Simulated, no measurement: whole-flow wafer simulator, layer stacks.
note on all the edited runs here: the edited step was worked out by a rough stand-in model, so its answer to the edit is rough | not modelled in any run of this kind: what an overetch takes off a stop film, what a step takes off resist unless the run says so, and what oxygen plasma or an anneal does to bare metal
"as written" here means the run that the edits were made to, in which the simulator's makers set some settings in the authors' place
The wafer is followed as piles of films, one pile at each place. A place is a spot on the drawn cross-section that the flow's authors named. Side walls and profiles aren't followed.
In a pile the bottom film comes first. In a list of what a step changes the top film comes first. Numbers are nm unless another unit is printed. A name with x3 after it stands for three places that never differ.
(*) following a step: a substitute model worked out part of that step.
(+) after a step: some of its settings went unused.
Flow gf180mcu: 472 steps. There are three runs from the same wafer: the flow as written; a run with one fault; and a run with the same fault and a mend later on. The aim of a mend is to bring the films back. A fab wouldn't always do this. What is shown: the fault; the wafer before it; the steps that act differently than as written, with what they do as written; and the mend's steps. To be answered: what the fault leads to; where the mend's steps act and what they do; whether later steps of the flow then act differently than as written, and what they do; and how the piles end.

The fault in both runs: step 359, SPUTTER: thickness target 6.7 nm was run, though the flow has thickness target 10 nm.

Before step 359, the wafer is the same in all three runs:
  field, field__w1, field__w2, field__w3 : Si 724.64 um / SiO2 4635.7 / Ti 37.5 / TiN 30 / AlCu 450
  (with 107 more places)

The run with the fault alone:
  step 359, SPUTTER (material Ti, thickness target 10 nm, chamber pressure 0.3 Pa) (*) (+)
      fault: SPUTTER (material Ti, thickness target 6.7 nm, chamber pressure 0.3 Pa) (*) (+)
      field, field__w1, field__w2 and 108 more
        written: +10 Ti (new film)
        fault: +6.7 Ti (new film)
  Later steps of the flow acting differently than as written (5 more steps, not shown, differ only slightly: by at most 2% or 0.5 nm, whichever is larger):
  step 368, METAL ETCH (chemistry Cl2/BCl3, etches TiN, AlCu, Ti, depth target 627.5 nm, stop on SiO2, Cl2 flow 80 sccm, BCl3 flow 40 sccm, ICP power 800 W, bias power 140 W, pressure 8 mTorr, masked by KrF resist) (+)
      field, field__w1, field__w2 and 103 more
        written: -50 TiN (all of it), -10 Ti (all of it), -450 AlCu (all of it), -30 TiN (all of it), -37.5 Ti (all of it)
        fault: -50 TiN (all of it), -6.7 Ti (all of it), -450 AlCu (all of it), -30 TiN (all of it), -37.5 Ti (all of it)
  At field__w8, contact, m1, m1__w1, m1_nw, the piles at the end differ from the flow's by more than 2% or 0.5 nm, whichever is larger.
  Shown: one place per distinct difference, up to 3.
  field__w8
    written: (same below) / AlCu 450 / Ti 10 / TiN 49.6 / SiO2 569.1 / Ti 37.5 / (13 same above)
    fault: (same below) / AlCu 450 / Ti 6.7 / TiN 49.6 / SiO2 572.4 / Ti 37.5 / (13 same above)
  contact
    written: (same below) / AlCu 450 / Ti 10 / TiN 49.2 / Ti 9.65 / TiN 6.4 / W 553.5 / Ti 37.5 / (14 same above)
    fault: (same below) / AlCu 450 / Ti 6.7 / TiN 49.2 / Ti 9.63 / TiN 6.39 / W 556.8 / Ti 37.5 / (14 same above)

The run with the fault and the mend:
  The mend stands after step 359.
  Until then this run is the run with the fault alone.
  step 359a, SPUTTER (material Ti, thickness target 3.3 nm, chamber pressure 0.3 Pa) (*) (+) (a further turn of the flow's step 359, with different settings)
      field, field__w1, field__w2 and 108 more
        +3.3 Ti
  Later steps of the flow that are run all act as written at every place that is followed.
  At every place that both follow, the piles at the end match the flow's.
